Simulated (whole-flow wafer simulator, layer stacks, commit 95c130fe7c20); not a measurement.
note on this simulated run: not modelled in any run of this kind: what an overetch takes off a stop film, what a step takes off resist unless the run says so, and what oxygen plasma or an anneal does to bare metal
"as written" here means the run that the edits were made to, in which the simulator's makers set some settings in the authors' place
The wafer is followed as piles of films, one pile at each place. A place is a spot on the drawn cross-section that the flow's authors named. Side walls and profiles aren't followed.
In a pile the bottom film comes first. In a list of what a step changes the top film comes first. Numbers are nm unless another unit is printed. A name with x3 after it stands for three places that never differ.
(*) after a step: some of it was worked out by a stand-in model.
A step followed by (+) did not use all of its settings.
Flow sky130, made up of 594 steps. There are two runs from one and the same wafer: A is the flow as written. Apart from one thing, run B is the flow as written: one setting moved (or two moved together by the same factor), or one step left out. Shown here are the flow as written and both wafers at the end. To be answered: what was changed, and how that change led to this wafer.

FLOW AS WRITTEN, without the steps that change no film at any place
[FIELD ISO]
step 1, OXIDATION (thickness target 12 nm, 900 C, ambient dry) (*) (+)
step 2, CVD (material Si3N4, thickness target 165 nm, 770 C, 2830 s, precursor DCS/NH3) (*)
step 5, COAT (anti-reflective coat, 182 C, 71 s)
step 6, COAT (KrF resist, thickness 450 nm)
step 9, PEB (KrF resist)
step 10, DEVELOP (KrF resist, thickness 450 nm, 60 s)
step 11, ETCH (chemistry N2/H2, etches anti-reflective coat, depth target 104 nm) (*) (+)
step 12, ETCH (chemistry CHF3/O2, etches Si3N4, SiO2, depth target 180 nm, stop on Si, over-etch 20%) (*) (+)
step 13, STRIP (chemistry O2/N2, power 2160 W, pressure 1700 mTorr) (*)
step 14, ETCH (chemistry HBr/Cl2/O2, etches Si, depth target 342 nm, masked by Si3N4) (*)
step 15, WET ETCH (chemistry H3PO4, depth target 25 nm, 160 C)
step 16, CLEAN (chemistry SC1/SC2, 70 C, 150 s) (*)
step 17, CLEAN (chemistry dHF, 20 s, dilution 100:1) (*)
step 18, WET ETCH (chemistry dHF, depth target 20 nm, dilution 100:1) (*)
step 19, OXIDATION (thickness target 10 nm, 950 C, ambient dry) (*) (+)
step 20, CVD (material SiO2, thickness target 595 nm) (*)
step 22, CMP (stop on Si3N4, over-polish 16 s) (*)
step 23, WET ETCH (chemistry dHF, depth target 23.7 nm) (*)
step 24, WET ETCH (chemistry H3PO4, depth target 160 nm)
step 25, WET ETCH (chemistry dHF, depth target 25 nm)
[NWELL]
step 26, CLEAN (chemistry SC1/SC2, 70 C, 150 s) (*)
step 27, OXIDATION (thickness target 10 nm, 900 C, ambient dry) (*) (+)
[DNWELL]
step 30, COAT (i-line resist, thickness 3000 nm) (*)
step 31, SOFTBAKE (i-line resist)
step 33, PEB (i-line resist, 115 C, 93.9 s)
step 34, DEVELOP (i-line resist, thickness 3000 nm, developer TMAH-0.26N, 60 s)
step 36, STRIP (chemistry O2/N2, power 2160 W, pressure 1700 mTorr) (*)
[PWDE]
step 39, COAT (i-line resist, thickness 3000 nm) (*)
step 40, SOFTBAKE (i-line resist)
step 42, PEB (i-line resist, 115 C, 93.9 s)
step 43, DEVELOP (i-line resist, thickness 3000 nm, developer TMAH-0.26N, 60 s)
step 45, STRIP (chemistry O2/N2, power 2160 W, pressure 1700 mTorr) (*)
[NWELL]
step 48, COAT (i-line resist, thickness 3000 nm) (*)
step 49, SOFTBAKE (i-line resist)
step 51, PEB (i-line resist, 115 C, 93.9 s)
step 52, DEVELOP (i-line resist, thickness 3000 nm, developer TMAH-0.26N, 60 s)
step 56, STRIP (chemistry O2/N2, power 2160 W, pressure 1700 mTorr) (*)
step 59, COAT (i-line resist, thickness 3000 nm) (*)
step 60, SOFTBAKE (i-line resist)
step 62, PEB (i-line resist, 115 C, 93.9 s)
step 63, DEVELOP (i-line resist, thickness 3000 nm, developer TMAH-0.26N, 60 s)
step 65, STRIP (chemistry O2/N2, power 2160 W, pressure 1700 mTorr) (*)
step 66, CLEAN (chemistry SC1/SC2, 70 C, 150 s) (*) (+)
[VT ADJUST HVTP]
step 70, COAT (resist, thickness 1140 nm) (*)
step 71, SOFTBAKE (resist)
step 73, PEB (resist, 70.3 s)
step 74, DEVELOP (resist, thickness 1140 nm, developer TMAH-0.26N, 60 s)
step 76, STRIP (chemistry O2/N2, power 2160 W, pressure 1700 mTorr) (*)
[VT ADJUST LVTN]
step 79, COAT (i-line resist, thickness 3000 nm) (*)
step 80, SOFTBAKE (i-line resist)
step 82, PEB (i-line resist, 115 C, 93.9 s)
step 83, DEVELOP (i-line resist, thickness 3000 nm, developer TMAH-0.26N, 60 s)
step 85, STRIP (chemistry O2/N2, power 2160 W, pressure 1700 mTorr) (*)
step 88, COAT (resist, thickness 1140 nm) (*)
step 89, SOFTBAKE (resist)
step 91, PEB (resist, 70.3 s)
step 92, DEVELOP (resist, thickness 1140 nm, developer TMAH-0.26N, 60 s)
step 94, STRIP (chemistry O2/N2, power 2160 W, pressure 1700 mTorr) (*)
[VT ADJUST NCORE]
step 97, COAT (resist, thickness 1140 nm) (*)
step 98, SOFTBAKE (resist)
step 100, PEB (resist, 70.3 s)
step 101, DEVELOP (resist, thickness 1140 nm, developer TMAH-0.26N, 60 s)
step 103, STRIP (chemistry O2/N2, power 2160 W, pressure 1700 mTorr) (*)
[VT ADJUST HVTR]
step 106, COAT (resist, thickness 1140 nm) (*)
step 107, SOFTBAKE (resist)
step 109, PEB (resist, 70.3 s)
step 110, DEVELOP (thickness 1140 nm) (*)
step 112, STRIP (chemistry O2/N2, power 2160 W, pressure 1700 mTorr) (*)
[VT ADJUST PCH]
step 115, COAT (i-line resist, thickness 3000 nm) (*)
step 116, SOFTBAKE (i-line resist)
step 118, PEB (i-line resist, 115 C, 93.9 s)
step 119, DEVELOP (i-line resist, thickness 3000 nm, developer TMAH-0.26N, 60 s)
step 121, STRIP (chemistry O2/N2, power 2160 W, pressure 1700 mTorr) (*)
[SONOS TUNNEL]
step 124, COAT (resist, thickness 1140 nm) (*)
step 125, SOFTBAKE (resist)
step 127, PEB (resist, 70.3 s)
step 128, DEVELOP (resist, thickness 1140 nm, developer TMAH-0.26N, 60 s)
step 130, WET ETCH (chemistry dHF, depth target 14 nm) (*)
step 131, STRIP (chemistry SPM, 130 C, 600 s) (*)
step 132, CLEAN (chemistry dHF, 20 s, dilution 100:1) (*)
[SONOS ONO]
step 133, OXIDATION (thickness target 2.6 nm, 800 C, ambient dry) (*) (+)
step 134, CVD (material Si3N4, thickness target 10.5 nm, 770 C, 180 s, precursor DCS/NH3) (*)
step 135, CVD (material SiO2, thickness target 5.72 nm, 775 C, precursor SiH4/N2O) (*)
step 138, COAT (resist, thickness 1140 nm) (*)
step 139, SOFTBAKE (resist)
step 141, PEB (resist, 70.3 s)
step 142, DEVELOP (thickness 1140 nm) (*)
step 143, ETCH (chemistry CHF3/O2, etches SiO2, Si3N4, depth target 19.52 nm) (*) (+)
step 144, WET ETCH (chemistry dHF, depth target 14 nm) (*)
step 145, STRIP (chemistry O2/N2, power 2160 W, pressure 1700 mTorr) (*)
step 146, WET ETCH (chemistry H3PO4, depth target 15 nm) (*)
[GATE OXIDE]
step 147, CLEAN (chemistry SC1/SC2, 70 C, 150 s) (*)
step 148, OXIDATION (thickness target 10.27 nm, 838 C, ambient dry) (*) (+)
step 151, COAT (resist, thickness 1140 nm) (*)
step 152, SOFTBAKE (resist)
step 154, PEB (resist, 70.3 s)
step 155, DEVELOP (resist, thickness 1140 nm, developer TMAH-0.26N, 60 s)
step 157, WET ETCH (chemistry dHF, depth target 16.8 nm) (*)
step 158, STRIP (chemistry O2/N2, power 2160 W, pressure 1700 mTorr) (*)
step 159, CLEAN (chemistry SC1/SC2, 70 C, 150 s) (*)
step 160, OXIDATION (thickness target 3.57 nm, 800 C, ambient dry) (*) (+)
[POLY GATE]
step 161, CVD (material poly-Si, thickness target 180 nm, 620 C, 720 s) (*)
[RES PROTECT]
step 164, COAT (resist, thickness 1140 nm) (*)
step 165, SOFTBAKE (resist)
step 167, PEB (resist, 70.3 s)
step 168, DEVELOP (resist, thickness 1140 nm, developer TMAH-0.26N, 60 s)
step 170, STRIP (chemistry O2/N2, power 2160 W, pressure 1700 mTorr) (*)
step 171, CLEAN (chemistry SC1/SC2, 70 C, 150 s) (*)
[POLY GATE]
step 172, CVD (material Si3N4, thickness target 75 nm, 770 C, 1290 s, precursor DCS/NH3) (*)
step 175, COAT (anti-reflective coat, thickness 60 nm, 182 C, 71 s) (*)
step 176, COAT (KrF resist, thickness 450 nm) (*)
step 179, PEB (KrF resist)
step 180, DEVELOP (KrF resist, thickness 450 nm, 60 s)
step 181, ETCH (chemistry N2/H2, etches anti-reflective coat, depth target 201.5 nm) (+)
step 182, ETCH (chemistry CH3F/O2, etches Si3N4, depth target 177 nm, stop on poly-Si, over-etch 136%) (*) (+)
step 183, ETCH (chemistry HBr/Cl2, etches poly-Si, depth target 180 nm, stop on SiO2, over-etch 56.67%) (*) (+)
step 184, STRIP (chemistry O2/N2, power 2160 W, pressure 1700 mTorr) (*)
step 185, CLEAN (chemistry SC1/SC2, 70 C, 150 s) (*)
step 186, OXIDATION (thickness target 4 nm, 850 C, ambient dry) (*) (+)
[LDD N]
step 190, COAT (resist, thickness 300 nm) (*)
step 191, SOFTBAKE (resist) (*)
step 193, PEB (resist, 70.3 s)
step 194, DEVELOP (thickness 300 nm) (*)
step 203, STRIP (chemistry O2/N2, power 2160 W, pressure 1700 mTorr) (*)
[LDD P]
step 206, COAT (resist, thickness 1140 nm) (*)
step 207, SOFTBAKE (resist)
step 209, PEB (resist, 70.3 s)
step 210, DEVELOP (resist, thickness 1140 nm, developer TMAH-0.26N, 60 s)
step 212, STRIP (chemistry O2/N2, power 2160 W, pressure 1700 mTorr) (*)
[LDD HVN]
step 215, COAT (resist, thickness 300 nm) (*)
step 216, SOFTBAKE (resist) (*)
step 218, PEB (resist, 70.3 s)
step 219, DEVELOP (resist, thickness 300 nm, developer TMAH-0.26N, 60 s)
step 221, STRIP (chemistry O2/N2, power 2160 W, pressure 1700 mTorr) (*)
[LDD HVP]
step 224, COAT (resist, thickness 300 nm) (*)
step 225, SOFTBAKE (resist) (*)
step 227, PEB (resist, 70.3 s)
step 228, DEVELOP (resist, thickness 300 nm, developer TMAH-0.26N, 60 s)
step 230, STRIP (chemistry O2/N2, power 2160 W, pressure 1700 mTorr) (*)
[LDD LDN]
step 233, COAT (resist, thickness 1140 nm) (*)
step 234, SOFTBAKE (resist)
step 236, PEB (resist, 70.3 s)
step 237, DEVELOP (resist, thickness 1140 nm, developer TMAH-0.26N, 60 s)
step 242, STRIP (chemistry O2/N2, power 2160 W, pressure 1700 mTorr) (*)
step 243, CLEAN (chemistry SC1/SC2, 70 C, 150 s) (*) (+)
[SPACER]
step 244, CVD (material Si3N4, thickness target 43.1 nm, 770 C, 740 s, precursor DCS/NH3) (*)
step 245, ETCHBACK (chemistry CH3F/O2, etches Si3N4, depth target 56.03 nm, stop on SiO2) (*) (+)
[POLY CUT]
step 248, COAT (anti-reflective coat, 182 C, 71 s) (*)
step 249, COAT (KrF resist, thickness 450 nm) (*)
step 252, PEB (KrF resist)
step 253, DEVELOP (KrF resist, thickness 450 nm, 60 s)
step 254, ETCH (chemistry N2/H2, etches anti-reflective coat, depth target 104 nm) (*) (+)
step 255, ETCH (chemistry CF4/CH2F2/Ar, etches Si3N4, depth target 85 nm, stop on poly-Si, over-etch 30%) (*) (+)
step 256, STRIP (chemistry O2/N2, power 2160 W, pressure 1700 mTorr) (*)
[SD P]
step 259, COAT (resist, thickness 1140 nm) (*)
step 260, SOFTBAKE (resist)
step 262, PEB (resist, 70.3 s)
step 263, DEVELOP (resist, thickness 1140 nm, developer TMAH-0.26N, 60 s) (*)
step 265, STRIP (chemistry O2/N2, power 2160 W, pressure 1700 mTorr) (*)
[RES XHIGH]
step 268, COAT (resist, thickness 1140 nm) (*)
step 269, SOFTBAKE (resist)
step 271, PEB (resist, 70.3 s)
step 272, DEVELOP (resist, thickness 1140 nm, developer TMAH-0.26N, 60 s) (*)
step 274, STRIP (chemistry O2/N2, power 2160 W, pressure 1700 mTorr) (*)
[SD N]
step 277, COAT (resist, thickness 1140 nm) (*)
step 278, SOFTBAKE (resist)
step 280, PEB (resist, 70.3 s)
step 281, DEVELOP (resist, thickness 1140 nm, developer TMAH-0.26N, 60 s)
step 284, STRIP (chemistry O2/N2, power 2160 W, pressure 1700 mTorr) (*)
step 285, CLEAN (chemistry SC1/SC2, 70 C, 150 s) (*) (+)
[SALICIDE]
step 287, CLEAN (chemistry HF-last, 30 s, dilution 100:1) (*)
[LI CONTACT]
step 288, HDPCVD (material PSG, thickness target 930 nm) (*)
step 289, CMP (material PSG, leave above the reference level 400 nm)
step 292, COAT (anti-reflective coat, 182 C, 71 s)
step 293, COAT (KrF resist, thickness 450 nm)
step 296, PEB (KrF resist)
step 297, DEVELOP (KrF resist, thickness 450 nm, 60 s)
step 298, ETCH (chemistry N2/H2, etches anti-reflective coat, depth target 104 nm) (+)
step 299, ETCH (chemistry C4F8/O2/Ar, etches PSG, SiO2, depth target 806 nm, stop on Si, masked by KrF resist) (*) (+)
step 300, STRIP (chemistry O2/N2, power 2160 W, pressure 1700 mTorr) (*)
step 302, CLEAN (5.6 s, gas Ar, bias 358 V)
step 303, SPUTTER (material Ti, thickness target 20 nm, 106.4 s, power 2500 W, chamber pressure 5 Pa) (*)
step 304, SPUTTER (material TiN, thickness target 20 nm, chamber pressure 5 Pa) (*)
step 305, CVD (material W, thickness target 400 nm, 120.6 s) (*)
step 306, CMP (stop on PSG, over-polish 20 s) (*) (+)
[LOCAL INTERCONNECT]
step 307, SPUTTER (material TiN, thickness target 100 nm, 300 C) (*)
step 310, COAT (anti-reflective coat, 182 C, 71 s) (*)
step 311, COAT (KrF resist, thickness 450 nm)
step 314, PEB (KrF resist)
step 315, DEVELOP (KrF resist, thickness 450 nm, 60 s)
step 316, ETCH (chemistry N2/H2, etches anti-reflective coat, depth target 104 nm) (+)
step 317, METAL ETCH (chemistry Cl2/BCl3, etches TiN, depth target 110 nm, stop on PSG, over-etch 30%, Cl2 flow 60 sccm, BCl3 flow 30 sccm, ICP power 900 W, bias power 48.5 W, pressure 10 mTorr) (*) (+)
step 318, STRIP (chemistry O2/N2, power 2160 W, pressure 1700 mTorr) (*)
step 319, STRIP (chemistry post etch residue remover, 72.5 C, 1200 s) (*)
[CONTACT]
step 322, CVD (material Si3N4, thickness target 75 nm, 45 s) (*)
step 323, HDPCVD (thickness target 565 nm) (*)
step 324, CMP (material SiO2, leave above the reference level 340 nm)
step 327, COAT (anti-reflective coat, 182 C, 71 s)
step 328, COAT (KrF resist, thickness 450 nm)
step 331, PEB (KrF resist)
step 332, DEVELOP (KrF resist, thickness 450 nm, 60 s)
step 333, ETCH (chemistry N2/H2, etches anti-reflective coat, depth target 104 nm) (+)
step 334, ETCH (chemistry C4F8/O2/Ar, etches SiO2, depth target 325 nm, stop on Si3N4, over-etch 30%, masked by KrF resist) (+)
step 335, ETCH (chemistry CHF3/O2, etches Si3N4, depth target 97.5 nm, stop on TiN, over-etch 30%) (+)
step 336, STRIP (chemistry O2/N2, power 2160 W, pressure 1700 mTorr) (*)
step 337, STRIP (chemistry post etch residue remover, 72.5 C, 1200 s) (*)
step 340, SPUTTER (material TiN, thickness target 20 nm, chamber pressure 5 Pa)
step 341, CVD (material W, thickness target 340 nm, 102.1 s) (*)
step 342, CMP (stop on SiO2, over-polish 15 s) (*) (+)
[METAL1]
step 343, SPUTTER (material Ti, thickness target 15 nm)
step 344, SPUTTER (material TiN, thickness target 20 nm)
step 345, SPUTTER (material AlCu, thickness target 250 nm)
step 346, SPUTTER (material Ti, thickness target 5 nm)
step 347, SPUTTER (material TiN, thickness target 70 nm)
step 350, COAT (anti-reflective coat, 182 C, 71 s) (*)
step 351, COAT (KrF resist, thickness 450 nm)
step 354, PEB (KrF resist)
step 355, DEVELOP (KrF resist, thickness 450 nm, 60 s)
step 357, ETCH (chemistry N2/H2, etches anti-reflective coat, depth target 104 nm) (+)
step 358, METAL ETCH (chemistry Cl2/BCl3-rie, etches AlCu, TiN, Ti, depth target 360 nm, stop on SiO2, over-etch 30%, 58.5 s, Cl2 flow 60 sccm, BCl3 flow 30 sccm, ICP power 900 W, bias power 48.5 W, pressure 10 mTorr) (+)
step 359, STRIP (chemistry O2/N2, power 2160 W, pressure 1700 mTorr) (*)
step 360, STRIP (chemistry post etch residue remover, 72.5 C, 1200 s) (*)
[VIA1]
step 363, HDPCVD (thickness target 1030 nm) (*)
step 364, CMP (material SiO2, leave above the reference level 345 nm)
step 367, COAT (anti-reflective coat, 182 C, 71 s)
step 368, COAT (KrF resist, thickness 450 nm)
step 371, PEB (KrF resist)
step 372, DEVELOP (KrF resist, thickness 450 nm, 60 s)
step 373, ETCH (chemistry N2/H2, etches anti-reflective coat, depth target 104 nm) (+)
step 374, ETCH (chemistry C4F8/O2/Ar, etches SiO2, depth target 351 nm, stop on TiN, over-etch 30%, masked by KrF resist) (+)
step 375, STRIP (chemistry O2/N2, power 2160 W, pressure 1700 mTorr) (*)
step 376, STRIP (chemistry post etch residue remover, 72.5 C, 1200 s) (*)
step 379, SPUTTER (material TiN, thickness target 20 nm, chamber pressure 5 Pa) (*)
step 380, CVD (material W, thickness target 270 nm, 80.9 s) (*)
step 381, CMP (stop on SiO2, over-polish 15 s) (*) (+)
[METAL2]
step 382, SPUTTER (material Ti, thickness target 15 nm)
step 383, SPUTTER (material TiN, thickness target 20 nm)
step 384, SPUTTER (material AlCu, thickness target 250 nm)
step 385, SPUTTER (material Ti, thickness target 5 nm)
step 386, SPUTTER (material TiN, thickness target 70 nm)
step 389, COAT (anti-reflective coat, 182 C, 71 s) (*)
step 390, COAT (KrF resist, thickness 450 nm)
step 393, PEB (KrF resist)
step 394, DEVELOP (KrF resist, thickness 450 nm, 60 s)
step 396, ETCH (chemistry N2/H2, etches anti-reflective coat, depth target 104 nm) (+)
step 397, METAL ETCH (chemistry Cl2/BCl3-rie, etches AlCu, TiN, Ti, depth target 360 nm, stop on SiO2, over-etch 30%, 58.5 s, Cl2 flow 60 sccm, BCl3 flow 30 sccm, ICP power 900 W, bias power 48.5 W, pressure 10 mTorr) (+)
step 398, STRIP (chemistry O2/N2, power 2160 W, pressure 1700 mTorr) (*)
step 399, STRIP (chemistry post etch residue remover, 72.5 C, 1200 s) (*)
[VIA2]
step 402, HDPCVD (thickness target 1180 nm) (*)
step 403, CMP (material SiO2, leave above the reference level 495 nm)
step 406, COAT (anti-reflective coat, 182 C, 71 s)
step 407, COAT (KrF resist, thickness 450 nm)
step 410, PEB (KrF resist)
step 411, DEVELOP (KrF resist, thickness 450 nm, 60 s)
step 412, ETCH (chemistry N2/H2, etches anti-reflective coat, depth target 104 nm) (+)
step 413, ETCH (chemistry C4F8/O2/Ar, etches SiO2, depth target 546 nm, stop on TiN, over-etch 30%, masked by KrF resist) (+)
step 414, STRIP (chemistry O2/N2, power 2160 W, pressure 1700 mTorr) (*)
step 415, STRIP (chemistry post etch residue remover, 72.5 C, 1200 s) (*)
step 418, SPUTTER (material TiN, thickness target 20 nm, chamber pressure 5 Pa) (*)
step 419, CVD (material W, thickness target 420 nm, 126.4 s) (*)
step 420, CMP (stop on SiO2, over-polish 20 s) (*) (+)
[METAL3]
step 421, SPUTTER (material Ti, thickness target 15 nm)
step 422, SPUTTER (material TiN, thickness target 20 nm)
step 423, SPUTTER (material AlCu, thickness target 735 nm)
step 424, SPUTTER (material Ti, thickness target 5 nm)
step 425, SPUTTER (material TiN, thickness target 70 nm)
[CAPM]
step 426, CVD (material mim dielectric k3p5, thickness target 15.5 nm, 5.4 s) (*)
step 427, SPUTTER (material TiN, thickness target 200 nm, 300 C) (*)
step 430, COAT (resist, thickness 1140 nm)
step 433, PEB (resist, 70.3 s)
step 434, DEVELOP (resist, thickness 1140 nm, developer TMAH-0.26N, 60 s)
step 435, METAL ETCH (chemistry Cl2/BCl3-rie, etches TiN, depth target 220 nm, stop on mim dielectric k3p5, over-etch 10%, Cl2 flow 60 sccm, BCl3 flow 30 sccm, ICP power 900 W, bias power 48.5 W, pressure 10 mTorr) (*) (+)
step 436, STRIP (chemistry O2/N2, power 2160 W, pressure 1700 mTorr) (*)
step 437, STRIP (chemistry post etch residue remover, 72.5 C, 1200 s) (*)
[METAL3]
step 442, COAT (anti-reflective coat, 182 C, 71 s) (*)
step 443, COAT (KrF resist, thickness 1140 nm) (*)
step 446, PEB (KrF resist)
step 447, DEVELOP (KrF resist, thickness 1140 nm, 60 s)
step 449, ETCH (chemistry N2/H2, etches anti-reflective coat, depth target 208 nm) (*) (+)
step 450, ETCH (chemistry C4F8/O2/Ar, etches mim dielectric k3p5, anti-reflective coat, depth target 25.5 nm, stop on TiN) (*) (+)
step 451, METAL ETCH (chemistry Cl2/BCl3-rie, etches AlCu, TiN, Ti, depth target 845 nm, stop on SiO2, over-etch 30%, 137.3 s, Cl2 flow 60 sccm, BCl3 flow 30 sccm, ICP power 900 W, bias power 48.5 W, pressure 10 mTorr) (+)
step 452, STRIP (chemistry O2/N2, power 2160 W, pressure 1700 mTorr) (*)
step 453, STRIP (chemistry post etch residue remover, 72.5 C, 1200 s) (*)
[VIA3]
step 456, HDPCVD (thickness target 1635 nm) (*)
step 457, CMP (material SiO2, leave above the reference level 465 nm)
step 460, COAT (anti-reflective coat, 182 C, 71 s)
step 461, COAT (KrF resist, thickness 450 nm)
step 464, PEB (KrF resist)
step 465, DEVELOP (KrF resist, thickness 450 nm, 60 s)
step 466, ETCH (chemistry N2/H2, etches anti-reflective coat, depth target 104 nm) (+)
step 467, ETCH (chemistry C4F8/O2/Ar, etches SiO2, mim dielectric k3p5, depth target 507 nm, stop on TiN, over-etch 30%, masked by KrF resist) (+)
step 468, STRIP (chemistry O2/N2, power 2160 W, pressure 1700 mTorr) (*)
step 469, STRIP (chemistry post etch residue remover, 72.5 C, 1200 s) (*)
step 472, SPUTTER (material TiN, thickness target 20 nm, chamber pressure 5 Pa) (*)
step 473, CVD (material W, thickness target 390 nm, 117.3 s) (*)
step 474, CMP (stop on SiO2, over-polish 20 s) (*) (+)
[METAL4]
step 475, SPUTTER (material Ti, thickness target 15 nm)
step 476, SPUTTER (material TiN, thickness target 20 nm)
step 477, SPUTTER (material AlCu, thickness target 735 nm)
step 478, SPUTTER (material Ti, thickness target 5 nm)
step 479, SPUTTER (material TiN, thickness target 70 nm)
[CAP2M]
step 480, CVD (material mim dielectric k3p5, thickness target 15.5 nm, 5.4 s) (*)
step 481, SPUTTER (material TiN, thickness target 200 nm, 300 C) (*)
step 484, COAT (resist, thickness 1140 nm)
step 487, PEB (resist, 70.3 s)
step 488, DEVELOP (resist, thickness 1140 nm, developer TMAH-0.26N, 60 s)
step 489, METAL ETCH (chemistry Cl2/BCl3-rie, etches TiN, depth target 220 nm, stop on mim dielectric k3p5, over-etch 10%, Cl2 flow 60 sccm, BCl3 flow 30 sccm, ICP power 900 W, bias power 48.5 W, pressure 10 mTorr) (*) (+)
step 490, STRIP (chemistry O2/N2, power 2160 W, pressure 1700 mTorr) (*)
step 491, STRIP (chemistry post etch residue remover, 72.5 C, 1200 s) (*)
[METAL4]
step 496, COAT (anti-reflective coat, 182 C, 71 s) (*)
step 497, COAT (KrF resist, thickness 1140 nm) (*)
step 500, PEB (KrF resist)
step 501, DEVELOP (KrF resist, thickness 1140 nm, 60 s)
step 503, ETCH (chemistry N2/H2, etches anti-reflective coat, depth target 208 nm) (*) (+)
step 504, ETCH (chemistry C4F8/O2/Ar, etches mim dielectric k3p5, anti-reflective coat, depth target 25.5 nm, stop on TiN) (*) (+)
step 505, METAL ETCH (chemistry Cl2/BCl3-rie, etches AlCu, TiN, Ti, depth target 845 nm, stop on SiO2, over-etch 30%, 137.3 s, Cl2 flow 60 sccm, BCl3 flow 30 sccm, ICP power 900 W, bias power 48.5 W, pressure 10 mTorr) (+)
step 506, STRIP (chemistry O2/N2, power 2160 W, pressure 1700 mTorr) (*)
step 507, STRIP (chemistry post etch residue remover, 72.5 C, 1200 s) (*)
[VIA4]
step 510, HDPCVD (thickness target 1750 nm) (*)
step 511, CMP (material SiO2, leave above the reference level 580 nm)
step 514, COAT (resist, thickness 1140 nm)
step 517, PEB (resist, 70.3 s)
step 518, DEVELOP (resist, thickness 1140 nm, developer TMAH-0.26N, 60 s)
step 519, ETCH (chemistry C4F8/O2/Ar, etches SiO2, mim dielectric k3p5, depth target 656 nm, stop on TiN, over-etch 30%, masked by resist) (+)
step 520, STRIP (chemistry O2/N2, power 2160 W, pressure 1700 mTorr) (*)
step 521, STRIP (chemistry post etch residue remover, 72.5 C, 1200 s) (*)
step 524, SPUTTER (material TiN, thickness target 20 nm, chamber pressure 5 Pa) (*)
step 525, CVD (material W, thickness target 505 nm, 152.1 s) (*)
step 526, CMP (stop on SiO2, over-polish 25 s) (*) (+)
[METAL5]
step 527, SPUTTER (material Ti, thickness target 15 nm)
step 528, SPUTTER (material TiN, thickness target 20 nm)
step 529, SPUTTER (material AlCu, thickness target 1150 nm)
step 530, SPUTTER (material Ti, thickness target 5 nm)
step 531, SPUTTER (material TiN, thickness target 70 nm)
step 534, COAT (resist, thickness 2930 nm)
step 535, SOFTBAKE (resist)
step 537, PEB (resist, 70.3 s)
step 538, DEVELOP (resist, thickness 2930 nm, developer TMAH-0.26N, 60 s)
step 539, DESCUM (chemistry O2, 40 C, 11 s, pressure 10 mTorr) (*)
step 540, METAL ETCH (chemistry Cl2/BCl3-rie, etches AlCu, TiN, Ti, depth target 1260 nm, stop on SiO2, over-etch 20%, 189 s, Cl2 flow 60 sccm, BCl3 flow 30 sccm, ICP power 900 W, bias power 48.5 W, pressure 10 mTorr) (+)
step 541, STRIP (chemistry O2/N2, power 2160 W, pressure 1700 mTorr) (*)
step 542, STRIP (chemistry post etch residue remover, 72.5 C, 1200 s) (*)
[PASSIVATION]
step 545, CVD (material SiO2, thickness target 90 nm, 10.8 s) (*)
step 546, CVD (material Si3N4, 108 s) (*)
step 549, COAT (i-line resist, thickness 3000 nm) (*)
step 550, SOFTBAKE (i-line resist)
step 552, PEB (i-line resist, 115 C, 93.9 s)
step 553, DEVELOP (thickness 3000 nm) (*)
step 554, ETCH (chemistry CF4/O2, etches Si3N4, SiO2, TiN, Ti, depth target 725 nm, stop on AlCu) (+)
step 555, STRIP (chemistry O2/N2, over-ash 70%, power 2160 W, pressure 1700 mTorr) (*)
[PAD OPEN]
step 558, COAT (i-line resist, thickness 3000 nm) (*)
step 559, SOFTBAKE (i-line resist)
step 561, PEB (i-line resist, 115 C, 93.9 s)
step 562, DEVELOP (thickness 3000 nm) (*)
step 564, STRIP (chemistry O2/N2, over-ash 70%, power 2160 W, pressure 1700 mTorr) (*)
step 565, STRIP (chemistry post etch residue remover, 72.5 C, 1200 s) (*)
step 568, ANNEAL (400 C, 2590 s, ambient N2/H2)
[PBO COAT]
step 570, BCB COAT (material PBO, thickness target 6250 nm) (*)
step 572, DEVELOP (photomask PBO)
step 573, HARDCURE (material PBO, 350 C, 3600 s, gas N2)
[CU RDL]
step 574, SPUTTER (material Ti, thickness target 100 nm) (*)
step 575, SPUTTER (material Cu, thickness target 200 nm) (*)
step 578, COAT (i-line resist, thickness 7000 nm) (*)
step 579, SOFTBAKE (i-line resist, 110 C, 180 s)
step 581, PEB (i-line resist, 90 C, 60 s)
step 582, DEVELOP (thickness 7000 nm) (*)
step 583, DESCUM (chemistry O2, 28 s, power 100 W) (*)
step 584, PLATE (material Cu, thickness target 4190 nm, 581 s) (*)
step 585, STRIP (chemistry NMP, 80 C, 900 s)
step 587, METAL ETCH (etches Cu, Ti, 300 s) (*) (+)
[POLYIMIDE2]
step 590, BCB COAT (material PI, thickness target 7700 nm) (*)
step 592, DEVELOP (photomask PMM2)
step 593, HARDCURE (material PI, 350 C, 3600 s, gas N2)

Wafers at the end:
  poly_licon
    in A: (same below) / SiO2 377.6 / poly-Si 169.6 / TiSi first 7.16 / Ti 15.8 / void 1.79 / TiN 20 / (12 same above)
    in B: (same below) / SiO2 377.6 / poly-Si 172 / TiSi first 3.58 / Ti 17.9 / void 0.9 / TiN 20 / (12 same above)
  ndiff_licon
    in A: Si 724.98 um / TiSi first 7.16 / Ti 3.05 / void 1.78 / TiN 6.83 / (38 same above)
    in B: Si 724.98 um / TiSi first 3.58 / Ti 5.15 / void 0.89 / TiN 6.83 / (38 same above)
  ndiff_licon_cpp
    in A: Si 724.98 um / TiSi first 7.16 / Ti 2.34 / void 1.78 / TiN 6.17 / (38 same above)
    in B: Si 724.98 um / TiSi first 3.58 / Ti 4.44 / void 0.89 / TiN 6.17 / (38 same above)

What caused this: step 568, ANNEAL: 340 C was run, whereas the flow has 400 C.

The path from the change to this, step by step:
  step 568, ANNEAL (400 C, 2590 s, ambient N2/H2)
      poly_licon, rpo_hd_licon: A under 11 films: +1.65 void (new film), -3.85 Ti, +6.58 TiSi first (new film), -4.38 poly-Si | B under 11 films: +0.55 void (new film), -1.28 Ti, +2.2 TiSi first (new film), -1.46 poly-Si
      ndiff_licon, ndiff_licon_cpp: A under 37 films: +1.63 void (new film), -3.85 Ti, +6.58 TiSi first (new film), -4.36 Si | B under 37 films: +0.54 void (new film), -1.28 Ti, +2.2 TiSi first (new film), -1.46 Si
